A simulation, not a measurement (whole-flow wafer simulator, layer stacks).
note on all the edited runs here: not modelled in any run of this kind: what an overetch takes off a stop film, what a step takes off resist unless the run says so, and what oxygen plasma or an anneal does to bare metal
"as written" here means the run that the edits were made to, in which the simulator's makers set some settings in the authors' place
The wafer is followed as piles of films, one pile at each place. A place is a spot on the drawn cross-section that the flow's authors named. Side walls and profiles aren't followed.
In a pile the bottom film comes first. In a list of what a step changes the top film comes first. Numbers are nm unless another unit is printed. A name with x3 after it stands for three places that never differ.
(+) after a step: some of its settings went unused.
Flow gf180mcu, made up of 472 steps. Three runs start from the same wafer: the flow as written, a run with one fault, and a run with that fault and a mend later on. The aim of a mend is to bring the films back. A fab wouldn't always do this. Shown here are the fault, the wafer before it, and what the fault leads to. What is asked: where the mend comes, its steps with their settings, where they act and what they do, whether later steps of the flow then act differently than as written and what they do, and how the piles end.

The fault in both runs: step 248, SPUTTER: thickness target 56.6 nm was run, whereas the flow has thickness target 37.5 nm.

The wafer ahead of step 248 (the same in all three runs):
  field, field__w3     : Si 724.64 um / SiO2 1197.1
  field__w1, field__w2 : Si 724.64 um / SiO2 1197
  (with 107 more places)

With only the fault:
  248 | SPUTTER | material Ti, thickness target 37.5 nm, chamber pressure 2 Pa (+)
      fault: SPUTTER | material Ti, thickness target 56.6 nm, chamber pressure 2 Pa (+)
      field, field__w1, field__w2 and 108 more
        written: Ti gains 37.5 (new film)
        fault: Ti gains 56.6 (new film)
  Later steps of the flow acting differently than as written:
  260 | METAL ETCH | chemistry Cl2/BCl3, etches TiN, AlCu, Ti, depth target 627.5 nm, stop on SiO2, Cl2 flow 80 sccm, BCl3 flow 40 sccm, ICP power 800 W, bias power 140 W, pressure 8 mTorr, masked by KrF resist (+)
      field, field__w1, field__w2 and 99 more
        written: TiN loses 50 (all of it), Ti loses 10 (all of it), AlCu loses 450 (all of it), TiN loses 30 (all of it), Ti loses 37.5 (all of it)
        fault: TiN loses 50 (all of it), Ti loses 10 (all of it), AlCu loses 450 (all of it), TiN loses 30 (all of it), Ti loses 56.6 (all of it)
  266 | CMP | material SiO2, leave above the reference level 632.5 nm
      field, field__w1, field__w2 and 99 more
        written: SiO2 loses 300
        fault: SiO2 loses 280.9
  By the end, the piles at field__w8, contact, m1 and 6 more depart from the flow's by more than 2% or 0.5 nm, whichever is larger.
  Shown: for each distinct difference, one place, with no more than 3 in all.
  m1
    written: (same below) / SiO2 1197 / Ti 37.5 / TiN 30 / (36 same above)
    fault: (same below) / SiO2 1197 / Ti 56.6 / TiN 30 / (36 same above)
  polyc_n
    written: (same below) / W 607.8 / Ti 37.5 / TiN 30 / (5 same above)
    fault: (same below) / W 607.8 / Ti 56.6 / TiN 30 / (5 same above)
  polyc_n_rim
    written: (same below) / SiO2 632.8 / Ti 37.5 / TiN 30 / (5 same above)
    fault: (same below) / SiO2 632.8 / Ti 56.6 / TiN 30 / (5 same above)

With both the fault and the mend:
  The mend follows step 248.
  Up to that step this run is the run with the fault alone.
  248a | METAL ETCH | chemistry Cl2/BCl3, etches TiN, AlCu, Ti, depth target 19.1 nm, Cl2 flow 80 sccm, BCl3 flow 40 sccm, ICP power 800 W, bias power 140 W, pressure 8 mTorr
      field, field__w1, field__w2 and 108 more
        Ti loses 19.1
  Later steps of the flow that are run all act as written at every place that is followed.
  The piles end the same as the flow's at every place that both follow.
